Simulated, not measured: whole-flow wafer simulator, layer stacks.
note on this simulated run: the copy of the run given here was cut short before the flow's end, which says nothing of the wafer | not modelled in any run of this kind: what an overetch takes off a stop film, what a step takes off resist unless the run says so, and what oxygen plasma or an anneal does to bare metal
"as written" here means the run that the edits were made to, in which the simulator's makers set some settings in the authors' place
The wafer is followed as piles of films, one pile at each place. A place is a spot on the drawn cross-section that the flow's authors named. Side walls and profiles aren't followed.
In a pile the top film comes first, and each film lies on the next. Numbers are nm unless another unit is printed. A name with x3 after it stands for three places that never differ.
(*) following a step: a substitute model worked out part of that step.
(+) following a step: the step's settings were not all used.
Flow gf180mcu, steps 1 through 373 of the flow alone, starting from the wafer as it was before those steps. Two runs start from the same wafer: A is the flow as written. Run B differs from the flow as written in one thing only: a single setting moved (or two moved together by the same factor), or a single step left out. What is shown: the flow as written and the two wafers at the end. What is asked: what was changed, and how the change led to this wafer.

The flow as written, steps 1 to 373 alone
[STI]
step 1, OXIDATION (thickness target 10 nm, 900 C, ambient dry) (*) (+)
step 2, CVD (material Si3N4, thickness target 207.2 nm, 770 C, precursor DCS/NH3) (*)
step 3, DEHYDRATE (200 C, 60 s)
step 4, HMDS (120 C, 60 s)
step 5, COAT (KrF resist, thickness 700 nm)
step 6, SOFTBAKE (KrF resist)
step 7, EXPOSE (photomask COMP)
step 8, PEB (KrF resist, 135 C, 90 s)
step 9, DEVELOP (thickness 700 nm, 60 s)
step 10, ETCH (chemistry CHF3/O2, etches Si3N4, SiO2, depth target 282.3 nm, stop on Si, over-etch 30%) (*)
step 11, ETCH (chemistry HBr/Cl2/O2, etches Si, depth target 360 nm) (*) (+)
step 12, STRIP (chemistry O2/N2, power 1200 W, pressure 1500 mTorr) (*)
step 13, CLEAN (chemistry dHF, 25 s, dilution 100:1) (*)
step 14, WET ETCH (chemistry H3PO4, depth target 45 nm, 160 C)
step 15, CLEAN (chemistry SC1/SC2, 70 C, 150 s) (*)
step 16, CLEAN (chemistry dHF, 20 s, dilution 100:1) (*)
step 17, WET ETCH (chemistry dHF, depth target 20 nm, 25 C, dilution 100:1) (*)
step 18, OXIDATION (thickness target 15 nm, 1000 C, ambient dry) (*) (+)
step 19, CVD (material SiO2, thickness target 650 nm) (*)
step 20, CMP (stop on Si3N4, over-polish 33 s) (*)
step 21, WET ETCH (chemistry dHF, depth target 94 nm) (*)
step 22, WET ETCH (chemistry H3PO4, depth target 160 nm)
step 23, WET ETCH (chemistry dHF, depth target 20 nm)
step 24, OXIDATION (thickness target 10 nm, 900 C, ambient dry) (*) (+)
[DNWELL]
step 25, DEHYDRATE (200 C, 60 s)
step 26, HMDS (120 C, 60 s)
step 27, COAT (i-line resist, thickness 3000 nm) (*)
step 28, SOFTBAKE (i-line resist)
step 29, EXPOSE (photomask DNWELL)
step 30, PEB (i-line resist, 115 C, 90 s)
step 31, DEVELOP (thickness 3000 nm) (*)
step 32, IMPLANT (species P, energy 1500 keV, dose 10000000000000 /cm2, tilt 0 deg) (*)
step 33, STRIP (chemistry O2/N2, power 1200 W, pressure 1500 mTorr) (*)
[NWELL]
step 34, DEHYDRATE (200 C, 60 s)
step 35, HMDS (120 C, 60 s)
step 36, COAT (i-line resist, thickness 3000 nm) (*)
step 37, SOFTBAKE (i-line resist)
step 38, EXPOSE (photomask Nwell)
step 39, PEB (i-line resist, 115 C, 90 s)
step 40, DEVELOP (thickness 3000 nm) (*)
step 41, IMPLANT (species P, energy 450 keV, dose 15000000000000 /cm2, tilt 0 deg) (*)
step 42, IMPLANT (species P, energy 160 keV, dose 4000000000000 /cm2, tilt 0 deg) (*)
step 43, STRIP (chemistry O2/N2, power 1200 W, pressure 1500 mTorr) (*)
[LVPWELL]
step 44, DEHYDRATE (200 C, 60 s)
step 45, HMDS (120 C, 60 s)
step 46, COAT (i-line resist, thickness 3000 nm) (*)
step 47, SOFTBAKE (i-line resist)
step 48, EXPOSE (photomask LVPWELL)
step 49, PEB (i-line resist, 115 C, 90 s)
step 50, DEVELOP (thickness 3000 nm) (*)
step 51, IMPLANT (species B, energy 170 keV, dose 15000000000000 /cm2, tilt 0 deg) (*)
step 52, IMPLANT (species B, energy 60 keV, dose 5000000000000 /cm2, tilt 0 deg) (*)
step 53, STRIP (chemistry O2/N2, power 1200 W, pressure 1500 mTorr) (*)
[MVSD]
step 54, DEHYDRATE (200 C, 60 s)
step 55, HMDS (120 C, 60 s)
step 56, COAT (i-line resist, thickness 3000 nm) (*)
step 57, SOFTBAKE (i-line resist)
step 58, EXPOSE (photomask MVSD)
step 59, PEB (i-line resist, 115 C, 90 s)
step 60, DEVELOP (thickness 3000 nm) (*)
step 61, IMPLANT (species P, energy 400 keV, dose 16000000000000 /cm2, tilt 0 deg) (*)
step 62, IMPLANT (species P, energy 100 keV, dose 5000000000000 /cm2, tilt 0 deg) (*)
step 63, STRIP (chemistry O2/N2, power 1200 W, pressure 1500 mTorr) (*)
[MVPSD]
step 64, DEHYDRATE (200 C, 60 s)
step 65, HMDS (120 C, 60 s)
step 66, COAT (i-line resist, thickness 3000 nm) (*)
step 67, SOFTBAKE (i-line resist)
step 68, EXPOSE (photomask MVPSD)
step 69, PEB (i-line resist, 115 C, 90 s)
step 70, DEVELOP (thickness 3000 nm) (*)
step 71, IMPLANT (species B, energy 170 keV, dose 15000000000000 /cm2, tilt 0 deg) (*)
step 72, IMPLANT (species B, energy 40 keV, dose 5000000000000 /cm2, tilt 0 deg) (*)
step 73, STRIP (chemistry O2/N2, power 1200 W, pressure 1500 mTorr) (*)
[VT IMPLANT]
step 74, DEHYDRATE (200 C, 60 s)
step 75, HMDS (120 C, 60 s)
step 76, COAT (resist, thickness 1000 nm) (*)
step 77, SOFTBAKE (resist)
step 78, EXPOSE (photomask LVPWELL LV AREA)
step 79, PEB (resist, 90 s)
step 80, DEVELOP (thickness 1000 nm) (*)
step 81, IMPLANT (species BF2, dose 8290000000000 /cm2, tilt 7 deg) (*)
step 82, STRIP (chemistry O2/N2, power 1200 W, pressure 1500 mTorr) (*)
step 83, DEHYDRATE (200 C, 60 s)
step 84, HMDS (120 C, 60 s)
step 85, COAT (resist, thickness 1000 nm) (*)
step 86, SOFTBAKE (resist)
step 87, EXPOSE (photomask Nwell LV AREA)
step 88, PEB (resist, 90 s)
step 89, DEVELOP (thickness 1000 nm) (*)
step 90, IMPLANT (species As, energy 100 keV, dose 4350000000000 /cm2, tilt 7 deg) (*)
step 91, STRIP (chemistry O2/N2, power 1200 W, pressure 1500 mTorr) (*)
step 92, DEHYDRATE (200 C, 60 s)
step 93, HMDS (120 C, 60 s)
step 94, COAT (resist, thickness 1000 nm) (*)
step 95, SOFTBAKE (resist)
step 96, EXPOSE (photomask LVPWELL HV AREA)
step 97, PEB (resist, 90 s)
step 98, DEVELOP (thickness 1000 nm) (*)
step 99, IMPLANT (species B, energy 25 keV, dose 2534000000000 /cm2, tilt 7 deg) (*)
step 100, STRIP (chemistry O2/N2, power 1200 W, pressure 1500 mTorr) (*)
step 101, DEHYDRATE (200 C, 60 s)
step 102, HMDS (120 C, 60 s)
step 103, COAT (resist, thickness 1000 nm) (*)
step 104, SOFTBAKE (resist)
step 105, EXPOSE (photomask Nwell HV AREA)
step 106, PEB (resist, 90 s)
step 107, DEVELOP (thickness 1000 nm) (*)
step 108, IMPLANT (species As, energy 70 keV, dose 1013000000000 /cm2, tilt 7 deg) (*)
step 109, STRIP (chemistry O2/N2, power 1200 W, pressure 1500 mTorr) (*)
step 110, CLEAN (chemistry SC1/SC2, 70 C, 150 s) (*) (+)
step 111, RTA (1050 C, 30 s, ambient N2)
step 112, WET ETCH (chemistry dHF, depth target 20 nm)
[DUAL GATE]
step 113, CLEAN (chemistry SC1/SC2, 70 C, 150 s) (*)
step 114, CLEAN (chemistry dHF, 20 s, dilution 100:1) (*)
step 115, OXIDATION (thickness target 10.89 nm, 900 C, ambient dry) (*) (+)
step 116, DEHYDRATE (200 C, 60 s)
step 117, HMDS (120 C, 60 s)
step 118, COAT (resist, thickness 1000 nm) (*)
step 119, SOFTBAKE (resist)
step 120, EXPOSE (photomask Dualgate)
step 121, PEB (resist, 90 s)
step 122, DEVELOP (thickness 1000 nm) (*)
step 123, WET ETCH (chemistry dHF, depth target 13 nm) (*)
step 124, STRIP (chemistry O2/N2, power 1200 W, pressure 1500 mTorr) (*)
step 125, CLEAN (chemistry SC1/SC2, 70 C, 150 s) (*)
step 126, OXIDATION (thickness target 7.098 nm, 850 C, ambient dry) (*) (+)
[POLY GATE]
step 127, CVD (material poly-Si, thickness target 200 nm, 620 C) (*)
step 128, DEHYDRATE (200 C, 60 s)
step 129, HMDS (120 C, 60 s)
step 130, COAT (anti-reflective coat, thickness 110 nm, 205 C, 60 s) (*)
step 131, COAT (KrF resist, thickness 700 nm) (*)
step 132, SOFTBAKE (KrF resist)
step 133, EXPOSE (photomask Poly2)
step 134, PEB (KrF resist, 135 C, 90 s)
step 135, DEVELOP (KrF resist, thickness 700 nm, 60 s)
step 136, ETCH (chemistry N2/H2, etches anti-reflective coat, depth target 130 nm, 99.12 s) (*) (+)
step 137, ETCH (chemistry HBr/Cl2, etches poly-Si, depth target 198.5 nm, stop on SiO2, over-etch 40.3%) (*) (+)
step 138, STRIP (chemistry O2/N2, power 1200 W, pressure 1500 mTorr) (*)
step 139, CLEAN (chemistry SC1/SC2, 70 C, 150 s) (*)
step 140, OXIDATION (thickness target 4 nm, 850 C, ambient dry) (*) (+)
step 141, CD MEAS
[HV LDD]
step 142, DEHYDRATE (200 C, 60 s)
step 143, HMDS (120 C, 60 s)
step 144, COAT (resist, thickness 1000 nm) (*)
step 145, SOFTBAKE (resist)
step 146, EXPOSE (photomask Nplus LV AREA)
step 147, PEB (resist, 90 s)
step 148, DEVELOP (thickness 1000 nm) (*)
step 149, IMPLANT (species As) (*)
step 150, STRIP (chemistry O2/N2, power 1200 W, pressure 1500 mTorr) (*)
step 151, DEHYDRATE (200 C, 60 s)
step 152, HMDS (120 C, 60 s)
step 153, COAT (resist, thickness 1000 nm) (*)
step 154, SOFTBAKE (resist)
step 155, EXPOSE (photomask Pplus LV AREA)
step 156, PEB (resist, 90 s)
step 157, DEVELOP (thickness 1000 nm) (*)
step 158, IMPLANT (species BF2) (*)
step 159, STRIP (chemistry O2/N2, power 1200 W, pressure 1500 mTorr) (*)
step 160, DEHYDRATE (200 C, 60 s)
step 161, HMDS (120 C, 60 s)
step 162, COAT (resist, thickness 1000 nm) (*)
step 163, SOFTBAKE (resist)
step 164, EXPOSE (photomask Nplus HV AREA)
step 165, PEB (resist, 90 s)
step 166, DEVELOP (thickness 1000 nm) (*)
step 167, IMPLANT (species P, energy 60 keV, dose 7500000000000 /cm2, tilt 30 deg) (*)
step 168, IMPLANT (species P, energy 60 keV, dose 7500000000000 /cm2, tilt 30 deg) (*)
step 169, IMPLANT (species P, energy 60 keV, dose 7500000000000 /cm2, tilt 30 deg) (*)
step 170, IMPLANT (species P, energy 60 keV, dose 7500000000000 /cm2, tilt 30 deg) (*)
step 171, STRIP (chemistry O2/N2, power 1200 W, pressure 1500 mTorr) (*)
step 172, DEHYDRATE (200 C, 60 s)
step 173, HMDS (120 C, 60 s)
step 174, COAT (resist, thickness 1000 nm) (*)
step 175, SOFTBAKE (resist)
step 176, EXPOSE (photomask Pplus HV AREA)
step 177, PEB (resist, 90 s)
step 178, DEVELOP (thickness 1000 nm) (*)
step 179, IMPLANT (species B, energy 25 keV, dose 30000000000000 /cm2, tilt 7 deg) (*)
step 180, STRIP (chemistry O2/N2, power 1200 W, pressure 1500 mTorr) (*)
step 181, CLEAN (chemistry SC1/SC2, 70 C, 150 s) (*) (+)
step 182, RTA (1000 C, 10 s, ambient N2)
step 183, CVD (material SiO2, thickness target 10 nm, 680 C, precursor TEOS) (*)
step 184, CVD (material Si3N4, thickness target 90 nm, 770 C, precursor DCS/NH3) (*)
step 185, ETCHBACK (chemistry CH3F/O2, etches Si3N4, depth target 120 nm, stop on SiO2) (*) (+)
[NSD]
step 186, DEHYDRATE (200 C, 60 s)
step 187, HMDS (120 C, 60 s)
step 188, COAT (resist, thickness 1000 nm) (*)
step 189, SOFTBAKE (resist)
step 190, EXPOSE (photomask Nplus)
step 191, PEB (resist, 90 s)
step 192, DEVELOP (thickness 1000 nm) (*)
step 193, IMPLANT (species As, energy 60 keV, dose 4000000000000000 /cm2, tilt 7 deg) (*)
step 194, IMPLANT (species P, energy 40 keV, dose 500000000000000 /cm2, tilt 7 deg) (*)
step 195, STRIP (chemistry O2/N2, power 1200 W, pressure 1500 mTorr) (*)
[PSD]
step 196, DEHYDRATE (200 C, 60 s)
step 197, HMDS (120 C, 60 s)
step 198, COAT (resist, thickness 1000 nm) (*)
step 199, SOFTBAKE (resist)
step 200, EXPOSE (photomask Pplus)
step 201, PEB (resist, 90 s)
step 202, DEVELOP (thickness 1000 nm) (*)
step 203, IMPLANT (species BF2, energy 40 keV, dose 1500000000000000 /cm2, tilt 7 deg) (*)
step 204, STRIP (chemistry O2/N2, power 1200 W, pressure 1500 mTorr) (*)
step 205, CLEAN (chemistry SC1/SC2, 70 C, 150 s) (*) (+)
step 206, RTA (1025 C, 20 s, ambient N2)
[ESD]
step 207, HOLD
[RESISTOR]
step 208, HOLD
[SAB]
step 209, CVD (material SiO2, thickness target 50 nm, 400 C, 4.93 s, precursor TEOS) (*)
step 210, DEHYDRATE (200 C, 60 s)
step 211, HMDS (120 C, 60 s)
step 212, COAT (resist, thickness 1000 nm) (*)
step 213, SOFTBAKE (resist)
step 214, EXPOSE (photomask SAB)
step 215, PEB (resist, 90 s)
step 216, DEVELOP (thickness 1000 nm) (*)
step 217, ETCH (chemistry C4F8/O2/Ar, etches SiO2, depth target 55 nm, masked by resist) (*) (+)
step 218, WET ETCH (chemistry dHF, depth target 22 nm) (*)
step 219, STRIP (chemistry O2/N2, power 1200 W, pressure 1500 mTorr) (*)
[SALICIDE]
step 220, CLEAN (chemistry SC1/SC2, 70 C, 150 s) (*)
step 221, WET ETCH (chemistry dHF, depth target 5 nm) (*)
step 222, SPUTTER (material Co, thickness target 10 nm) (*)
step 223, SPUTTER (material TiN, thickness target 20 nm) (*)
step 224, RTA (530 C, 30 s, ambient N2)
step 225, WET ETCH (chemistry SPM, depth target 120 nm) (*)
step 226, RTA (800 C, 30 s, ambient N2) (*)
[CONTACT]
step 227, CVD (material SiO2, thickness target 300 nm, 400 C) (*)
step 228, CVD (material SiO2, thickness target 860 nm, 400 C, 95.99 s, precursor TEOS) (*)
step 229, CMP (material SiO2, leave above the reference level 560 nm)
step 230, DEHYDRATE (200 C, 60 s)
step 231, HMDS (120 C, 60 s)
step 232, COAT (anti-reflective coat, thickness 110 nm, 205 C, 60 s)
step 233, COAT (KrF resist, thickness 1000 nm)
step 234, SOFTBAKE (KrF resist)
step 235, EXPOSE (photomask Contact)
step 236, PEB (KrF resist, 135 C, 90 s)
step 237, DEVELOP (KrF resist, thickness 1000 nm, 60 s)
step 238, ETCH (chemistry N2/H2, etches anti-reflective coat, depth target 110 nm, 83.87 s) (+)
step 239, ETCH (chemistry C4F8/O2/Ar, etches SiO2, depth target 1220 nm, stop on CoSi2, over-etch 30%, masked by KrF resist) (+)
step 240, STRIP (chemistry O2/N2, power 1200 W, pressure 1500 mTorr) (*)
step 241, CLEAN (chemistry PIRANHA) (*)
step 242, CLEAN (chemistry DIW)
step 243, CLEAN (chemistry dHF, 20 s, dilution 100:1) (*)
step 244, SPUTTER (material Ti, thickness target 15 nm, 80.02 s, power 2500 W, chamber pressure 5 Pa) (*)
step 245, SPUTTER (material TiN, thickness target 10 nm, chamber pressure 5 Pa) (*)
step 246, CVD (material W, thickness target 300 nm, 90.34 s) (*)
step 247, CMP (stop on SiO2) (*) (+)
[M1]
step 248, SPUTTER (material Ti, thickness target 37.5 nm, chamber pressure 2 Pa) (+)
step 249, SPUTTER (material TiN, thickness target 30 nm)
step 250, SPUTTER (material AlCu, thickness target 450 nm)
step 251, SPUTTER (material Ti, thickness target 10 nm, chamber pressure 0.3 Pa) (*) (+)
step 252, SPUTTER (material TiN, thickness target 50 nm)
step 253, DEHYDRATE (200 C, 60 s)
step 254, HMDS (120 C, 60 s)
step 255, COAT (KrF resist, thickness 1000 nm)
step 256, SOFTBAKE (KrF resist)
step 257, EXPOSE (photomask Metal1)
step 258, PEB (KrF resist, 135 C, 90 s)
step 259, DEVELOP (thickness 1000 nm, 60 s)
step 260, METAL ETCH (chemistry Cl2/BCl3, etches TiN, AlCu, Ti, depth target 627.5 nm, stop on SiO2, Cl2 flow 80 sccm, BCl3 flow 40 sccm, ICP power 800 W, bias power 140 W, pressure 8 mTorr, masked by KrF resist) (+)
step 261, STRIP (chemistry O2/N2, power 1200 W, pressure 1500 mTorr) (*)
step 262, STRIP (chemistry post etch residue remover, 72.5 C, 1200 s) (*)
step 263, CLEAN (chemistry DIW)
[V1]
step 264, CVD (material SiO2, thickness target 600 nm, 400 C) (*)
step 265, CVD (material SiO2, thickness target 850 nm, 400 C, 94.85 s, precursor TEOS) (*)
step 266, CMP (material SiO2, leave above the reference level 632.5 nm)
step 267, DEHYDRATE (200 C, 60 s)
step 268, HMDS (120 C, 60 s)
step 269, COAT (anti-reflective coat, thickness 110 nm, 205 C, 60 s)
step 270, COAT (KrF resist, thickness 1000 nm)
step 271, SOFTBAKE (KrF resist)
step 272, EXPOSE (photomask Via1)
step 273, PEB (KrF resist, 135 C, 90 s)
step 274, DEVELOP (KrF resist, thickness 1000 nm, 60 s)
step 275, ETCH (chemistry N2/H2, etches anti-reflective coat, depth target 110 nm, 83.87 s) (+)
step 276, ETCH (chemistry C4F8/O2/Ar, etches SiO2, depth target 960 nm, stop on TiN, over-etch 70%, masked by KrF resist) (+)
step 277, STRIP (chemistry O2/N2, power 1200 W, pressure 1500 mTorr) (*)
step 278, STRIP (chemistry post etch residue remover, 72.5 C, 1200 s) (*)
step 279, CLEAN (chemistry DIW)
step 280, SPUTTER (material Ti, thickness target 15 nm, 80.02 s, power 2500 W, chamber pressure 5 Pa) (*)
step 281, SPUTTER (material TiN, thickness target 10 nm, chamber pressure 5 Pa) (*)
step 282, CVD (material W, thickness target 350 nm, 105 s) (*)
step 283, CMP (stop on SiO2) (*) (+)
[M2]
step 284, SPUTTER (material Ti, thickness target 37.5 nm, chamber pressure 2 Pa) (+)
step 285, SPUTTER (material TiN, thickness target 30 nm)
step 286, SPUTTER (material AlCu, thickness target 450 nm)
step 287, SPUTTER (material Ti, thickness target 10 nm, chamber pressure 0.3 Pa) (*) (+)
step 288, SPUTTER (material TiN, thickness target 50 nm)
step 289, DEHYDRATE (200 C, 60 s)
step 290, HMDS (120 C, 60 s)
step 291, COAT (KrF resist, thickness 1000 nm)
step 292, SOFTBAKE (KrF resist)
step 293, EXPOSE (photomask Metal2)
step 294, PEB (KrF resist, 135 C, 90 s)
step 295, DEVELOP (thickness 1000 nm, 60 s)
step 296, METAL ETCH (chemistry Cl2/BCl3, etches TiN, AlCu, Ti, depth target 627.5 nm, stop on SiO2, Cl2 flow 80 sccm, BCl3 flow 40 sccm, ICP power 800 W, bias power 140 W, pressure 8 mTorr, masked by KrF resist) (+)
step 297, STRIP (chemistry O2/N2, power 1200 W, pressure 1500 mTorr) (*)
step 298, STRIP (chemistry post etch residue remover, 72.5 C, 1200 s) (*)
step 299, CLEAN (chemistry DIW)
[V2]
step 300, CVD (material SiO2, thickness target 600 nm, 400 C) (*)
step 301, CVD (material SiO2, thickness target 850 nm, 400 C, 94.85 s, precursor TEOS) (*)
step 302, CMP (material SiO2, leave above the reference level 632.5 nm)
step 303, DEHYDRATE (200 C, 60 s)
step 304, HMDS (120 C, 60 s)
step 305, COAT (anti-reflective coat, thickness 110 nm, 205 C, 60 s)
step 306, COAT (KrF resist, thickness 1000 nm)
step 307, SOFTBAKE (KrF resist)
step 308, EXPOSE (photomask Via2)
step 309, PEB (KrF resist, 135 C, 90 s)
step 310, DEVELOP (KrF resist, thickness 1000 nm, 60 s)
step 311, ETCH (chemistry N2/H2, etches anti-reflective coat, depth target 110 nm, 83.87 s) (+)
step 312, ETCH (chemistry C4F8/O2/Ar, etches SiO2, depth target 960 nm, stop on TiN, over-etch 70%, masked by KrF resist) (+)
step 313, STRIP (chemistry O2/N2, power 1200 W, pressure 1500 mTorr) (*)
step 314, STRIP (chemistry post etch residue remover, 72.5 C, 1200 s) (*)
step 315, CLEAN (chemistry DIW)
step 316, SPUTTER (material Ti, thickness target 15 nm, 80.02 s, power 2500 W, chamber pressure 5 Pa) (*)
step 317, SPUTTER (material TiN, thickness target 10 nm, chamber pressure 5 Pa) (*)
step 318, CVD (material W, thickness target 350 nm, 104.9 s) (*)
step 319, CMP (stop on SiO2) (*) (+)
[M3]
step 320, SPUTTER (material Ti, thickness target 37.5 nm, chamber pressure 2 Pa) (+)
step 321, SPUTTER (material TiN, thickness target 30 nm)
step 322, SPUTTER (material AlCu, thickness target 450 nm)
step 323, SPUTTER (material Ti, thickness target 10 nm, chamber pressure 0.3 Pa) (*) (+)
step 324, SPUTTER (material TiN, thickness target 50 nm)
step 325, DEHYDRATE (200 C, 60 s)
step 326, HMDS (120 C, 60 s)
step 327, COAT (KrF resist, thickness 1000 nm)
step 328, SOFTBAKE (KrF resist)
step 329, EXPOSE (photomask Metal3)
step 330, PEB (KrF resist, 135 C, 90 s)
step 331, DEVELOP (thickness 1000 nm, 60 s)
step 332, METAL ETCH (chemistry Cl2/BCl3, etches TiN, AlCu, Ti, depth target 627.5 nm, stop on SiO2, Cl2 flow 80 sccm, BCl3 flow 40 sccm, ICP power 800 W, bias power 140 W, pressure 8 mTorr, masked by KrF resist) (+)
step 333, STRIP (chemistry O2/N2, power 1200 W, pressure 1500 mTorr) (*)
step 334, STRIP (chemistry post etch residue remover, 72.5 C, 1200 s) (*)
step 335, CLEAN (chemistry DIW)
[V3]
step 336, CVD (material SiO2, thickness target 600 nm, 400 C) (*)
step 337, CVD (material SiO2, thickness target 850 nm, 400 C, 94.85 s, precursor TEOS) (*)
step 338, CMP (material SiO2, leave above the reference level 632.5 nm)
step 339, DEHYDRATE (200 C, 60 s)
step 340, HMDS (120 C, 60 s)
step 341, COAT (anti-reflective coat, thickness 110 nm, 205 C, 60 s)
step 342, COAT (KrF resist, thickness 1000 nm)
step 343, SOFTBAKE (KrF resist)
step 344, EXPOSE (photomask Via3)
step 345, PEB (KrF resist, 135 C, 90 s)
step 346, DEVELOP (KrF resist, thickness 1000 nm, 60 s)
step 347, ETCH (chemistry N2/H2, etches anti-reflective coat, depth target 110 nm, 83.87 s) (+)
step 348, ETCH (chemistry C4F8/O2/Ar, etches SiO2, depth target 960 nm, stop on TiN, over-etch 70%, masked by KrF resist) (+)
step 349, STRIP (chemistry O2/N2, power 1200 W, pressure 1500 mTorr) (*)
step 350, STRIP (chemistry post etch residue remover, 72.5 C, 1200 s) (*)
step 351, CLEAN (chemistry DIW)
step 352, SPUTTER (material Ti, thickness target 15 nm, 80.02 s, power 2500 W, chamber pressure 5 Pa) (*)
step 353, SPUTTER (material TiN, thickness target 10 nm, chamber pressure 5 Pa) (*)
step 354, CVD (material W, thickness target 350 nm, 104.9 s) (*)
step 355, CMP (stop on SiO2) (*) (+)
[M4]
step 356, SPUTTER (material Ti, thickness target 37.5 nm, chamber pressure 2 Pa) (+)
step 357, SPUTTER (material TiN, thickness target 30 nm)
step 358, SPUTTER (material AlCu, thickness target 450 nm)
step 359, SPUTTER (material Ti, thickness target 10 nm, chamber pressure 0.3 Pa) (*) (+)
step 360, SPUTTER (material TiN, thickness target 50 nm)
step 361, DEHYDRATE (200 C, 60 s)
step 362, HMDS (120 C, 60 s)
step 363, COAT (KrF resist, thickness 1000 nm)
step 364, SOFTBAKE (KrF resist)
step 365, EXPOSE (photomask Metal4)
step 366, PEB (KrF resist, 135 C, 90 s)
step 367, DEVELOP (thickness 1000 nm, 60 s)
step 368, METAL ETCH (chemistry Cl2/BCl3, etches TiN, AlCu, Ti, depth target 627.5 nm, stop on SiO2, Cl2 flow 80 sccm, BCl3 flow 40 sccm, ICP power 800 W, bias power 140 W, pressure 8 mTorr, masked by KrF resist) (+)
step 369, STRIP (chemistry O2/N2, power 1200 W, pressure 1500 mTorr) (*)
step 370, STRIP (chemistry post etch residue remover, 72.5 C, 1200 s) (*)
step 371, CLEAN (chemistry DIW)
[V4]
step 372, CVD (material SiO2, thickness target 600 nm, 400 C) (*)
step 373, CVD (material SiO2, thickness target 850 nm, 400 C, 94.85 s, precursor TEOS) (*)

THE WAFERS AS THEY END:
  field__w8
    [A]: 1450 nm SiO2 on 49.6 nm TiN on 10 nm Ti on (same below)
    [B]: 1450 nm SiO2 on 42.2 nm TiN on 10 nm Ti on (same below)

The reason: step 360, SPUTTER: thickness target 42.6 nm was run, while the flow as written has thickness target 50 nm.

How this came from the change, step by step:
  step 360, SPUTTER (material TiN, thickness target 50 nm)
      field, field__w1, field__w2 and 108 more: A +50 TiN (new film) | B +42.6 TiN (new film)
  step 368, METAL ETCH (chemistry Cl2/BCl3, etches TiN, AlCu, Ti, depth target 627.5 nm, stop on SiO2, Cl2 flow 80 sccm, BCl3 flow 40 sccm, ICP power 800 W, bias power 140 W, pressure 8 mTorr, masked by KrF resist) (+)
      field, field__w1, field__w2 and 103 more: A -50 TiN (all of it), -10 Ti (all of it), -450 AlCu (all of it), -30 TiN (all of it), -37.5 Ti (all of it) | B -42.6 TiN (all of it), -10 Ti (all of it), -450 AlCu (all of it), -30 TiN (all of it), -37.5 Ti (all of it)
